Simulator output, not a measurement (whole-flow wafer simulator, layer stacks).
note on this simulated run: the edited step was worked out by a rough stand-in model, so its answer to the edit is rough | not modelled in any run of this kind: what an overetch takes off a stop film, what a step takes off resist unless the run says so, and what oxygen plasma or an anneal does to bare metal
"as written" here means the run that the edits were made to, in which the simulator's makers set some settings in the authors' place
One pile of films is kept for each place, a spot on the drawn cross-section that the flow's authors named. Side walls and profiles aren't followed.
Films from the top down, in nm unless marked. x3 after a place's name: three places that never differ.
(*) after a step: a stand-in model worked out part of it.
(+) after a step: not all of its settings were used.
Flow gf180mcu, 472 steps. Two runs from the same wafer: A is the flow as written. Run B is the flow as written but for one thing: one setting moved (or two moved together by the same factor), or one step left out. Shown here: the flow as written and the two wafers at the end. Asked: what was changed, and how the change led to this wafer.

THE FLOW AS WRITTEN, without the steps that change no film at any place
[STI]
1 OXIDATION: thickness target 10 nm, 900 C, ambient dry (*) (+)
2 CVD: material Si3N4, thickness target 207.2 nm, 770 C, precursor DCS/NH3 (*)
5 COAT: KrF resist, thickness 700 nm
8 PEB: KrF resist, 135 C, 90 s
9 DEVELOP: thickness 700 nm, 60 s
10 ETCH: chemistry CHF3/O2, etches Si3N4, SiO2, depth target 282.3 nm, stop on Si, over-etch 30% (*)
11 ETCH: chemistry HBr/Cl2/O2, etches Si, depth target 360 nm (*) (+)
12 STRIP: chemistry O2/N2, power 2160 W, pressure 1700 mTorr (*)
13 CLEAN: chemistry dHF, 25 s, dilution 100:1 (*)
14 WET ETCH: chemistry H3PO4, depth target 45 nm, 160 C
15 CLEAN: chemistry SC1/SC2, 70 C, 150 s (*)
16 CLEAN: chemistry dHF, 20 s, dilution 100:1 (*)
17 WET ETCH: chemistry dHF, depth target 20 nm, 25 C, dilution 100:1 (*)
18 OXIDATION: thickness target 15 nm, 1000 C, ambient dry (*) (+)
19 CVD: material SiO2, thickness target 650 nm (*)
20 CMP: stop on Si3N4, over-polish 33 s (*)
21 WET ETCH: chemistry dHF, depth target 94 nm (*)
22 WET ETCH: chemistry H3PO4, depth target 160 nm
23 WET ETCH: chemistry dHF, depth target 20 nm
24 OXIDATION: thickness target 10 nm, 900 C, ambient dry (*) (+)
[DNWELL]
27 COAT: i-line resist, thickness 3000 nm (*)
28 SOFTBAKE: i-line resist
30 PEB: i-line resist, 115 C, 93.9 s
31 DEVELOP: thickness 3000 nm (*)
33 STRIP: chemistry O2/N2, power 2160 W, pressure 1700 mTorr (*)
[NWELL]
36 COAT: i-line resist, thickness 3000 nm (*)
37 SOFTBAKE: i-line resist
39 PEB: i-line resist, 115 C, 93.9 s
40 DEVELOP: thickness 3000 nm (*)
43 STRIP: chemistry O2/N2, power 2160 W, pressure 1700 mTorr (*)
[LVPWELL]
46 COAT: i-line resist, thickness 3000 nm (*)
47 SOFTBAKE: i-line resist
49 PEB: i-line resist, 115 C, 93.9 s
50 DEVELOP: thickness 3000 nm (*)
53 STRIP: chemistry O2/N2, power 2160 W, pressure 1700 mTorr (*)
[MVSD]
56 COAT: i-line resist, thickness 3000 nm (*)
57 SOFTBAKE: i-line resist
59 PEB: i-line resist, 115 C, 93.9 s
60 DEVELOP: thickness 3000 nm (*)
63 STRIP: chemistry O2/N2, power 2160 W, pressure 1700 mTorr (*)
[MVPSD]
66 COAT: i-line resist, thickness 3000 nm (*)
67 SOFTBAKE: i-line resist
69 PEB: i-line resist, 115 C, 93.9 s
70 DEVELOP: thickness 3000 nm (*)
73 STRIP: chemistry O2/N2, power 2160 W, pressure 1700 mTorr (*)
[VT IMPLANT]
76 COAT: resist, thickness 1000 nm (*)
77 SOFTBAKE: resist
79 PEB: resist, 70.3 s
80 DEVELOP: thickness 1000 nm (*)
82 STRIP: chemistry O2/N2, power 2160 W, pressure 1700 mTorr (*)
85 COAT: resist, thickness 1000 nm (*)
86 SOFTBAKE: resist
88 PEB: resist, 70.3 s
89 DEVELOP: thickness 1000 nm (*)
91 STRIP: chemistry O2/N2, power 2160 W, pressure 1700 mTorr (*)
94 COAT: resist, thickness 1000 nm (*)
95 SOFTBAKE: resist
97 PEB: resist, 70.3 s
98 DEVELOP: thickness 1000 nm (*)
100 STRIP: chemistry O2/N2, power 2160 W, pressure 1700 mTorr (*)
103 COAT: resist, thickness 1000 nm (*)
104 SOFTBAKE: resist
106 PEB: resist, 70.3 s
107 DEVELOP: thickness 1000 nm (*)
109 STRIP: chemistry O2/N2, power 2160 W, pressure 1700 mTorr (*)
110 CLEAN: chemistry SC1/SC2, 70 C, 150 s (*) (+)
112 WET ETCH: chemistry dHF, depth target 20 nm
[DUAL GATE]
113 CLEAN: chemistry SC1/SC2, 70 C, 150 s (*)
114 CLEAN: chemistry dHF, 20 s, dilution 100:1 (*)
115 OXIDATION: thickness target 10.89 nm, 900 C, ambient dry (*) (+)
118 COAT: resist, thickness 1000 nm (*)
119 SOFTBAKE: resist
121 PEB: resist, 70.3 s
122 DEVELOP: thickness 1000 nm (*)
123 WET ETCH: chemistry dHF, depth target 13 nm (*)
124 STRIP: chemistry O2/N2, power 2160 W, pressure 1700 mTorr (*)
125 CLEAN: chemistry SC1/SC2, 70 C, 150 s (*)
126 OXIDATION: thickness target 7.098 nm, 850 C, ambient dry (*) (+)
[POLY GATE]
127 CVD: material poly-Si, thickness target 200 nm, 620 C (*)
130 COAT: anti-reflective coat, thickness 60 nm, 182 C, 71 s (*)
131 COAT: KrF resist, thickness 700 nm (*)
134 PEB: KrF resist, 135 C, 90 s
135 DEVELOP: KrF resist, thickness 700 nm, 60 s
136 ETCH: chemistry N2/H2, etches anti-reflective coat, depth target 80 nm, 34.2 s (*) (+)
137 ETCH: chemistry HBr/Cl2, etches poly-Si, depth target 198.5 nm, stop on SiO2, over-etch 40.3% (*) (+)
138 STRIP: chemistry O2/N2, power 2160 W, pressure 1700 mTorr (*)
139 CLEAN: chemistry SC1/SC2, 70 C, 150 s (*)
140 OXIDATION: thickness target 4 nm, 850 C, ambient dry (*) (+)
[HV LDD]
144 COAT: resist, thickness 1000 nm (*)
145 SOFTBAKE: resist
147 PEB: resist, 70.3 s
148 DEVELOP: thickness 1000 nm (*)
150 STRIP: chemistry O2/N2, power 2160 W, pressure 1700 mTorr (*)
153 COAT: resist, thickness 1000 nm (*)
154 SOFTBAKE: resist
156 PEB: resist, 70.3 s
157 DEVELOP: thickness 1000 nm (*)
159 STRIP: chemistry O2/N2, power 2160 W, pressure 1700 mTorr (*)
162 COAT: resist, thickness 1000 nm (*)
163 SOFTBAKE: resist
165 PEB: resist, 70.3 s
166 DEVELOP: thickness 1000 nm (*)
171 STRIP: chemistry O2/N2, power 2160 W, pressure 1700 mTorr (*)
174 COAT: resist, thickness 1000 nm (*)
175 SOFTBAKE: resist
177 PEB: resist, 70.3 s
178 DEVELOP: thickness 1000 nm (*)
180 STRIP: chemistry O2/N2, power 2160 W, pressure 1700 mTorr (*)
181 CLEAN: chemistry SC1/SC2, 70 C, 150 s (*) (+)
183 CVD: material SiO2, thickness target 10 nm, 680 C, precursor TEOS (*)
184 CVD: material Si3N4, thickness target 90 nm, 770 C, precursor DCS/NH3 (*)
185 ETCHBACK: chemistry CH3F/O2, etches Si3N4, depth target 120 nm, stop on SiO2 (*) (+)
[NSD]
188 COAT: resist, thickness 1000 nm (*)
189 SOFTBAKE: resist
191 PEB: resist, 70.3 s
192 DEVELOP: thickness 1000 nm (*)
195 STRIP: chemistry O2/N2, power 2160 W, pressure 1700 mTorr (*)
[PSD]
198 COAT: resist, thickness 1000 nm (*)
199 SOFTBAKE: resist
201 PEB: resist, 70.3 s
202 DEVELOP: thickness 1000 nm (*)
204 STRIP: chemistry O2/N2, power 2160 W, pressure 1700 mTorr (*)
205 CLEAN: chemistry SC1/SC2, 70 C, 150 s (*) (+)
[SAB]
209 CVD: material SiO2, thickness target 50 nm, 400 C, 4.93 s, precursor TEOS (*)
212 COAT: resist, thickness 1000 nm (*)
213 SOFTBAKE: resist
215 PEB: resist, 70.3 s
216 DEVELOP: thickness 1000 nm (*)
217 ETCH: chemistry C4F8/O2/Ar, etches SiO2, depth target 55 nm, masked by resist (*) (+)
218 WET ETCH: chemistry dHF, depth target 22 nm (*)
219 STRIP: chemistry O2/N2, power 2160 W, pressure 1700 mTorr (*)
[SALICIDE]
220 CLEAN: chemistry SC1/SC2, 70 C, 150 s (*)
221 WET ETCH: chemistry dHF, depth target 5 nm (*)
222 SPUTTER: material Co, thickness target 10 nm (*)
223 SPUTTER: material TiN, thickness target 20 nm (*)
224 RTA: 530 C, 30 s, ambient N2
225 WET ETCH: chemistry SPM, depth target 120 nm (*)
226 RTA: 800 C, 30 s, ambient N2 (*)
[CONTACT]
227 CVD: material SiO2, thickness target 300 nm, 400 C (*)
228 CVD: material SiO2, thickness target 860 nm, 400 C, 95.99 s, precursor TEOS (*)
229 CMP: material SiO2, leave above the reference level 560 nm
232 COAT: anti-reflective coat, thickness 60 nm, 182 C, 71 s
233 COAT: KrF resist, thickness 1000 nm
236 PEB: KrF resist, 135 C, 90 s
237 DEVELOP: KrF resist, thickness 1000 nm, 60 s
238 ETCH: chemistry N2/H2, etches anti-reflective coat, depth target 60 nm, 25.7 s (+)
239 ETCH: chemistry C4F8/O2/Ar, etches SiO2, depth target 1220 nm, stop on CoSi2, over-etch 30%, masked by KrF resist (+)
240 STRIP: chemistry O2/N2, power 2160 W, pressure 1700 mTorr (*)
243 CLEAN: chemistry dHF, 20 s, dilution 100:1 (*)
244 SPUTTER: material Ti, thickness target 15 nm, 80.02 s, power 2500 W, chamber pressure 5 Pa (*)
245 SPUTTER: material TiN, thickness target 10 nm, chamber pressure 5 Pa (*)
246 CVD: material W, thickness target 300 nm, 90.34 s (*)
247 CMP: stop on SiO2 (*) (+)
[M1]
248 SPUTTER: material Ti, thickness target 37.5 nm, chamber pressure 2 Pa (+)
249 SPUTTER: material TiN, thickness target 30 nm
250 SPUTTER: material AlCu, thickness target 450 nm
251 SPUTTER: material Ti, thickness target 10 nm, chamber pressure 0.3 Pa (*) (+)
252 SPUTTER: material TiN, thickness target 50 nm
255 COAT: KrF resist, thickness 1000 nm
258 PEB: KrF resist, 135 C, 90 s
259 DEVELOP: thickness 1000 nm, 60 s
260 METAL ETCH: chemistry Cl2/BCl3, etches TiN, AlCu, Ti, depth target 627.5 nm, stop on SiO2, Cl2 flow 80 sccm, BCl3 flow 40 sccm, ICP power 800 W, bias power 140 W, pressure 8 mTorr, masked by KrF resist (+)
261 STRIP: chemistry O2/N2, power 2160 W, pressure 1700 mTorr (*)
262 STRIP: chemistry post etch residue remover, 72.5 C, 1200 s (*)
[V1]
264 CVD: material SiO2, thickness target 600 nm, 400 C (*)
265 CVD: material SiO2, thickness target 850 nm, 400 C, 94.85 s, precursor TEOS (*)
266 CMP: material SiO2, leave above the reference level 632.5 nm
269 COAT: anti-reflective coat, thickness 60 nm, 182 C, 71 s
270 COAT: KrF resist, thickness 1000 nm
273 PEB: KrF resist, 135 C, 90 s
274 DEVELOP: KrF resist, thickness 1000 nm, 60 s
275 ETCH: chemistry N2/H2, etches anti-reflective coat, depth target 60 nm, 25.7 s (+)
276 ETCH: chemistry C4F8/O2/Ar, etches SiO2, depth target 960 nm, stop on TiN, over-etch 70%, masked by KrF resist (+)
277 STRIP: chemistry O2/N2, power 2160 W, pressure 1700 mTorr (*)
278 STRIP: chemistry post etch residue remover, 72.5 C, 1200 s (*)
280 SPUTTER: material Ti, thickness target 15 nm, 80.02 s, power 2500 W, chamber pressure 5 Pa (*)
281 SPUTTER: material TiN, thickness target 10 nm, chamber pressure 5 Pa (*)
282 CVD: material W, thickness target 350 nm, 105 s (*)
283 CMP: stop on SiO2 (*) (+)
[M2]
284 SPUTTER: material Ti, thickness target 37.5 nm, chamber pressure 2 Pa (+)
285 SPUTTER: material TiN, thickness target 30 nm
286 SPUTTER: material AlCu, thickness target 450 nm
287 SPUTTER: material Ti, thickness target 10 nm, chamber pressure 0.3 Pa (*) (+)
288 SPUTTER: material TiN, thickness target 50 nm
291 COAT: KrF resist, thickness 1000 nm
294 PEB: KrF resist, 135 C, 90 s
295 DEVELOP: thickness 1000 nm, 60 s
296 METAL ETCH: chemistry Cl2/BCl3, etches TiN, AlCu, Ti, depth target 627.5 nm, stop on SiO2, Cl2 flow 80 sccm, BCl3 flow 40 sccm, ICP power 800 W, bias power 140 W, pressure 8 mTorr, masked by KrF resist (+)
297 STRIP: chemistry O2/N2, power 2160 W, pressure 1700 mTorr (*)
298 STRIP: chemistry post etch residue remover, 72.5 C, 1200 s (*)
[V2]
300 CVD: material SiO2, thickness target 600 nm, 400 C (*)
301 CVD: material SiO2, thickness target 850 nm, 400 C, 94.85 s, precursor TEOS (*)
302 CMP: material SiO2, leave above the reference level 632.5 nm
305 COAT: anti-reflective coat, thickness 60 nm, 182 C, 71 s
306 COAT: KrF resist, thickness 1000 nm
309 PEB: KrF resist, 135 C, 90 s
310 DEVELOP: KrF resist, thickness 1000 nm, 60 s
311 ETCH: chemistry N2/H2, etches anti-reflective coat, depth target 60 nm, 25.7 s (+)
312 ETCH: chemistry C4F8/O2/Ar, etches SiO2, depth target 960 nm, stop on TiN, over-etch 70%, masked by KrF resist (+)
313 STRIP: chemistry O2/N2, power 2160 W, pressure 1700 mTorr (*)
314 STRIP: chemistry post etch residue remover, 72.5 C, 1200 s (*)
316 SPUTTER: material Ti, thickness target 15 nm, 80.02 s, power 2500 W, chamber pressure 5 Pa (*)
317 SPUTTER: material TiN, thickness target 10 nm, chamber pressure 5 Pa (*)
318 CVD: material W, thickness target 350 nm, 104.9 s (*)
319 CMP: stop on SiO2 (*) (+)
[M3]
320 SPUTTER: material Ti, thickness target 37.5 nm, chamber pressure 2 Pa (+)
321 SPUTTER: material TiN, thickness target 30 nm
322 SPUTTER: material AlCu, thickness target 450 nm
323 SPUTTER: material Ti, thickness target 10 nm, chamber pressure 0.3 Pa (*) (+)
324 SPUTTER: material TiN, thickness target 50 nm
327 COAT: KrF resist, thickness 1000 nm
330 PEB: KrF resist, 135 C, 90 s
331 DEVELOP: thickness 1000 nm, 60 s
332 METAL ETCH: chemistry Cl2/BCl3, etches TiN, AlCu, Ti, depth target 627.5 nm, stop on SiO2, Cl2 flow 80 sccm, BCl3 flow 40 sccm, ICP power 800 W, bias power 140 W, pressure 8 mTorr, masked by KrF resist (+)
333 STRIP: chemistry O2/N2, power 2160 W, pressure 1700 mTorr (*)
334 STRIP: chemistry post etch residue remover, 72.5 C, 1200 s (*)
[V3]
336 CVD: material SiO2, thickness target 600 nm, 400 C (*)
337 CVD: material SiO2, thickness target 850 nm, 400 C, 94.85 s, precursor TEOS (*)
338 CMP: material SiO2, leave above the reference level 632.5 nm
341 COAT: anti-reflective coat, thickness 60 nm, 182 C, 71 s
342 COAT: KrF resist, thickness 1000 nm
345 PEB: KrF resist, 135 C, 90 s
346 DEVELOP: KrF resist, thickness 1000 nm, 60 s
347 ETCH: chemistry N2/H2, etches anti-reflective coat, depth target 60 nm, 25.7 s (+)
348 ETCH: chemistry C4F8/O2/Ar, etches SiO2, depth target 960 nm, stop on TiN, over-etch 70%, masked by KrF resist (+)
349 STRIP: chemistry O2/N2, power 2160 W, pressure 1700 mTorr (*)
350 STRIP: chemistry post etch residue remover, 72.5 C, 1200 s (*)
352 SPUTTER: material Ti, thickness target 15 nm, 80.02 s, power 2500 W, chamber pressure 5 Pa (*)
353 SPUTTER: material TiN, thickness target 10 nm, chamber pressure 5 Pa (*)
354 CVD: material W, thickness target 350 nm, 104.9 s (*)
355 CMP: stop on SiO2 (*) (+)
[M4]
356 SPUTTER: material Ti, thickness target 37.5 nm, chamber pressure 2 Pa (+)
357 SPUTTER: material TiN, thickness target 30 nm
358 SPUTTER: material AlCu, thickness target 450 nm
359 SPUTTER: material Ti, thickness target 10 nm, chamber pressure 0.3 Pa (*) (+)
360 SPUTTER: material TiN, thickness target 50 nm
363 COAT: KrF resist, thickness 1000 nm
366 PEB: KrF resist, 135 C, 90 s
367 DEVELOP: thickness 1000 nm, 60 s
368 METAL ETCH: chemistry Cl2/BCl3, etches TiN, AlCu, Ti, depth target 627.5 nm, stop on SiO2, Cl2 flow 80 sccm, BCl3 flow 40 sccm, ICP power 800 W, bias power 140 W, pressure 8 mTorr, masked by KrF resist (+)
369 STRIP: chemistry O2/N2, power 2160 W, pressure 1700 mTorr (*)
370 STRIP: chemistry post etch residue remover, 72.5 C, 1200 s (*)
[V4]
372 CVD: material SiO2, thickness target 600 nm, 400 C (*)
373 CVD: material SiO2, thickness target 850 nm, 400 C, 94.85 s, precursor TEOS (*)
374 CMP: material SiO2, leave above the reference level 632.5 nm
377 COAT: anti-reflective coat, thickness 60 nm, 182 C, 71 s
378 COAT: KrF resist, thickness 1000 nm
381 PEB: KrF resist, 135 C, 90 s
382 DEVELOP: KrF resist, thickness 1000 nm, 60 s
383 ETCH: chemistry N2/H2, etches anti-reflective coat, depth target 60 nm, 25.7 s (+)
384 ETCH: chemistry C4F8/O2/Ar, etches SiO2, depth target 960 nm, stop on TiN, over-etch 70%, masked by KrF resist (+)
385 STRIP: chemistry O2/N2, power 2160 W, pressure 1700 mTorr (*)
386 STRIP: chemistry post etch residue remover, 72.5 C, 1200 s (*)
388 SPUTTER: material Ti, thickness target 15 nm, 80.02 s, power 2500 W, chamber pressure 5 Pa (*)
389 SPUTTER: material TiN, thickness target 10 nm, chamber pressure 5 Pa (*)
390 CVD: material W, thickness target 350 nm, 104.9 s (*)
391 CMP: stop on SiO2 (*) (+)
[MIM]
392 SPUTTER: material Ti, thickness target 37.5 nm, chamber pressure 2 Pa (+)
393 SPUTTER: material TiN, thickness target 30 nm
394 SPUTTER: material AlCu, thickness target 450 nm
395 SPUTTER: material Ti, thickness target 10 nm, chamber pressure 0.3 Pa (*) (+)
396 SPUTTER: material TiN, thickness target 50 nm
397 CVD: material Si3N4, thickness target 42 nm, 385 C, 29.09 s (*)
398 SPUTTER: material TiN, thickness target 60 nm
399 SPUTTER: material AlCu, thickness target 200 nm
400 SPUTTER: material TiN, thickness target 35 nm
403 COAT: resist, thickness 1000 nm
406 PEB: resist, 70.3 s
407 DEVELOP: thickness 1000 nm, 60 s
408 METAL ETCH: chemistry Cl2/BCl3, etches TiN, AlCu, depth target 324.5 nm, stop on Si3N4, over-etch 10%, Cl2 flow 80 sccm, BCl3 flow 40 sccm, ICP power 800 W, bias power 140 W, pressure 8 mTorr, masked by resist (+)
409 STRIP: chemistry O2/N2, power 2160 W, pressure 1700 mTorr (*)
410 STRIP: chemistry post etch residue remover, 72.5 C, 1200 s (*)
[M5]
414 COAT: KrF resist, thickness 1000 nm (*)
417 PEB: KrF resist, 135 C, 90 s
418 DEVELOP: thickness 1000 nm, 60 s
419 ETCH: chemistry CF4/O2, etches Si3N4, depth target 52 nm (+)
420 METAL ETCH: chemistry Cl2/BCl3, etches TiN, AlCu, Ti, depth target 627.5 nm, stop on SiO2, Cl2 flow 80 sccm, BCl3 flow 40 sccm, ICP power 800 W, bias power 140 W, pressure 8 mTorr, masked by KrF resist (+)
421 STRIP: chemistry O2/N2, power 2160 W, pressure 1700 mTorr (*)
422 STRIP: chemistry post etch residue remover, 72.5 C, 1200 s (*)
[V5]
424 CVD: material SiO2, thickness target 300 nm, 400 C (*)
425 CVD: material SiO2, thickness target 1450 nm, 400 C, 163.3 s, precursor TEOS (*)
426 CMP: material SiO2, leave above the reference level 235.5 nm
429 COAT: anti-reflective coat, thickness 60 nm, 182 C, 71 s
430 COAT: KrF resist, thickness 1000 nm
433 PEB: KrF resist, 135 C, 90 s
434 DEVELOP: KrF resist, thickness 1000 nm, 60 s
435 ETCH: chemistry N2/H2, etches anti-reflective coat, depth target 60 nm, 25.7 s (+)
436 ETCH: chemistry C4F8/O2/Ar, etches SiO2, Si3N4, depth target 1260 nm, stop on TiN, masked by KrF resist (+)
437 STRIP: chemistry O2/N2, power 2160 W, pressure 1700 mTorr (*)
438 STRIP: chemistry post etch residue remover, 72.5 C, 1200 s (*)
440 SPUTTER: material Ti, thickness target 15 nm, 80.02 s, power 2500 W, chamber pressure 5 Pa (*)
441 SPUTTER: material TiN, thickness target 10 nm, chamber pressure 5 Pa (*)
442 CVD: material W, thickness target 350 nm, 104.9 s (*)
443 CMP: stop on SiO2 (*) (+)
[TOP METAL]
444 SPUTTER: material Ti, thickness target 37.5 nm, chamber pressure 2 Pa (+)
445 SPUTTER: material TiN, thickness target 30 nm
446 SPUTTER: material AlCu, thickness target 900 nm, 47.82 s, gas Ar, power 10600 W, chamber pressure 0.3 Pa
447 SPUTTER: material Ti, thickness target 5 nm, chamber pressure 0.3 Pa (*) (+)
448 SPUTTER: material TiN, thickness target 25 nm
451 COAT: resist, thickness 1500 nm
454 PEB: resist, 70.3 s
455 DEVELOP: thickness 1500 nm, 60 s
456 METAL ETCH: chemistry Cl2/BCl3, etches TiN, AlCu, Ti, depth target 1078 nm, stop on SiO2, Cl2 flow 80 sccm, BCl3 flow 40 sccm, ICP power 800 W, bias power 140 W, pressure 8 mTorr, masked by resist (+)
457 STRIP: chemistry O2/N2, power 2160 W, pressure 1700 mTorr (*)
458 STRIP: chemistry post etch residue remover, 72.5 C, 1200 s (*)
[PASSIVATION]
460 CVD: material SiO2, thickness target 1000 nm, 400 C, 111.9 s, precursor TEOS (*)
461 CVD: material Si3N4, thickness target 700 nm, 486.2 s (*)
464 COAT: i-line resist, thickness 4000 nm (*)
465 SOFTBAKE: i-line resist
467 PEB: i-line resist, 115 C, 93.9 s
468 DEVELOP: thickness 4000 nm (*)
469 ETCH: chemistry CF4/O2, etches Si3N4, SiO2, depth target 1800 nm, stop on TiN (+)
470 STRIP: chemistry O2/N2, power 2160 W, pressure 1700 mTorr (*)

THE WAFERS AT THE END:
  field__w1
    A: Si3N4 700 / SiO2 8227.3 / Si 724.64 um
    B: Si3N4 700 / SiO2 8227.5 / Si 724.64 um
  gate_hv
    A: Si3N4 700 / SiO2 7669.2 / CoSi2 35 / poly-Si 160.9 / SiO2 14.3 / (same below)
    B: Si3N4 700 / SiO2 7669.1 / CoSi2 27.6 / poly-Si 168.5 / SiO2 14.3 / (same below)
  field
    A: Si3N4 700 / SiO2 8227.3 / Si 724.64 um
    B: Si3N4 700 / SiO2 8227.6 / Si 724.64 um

The cause: step 222, SPUTTER: thickness target 7.9 nm was run, where the flow has thickness target 10 nm.

How the change led to this, step by step:
  222 SPUTTER: material Co, thickness target 10 nm (*)
      field, field__w7, field__w8 and 71 more: A Co +10 (new film) | B Co +7.9 (new film)
      field__w6, field_sub, field_sub__w2: A Co +9.95 (new film) | B Co +7.86 (new film)
      (and at 34 more places)
  224 RTA: 530 C, 30 s, ambient N2
      gate, gate_hv, gate_p and 22 more: A under 1 film: CoSi +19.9 (new film), Co -10 (all of it), poly-Si -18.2 | B under 1 film: CoSi +15.7 (new film), Co -7.9 (all of it), poly-Si -14.4
      active, p_well, sd_n and 11 more: A under 1 film: CoSi +19.9 (new film), Co -10 (all of it), Si -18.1 | B under 1 film: CoSi +15.7 (new film), Co -7.9 (all of it), Si -14.3
      (and at 10 more places)
  225 WET ETCH: chemistry SPM, depth target 120 nm (*)
      field, field__w7, field__w8 and 32 more: A TiN -20 (all of it), Co -10 (all of it) | B TiN -20 (all of it), Co -7.9 (all of it)
      field_sub, field_sub__w2: A TiN -19.9 (all of it), Co -9.95 (all of it) | B TiN -19.9 (all of it), Co -7.86 (all of it)
      (and at 25 more places)
  226 RTA: 800 C, 30 s, ambient N2 (*)
      gate, gate_hv, gate_p and 22 more: A CoSi2 +35 (new film), CoSi -19.9 (all of it), poly-Si -18.2 | B CoSi2 +27.6 (new film), CoSi -15.7 (all of it), poly-Si -14.4
      active, p_well, sd_n and 11 more: A CoSi2 +35 (new film), CoSi -19.9 (all of it), Si -18.1 | B CoSi2 +27.6 (new film), CoSi -15.7 (all of it), Si -14.3
      (and at 10 more places)
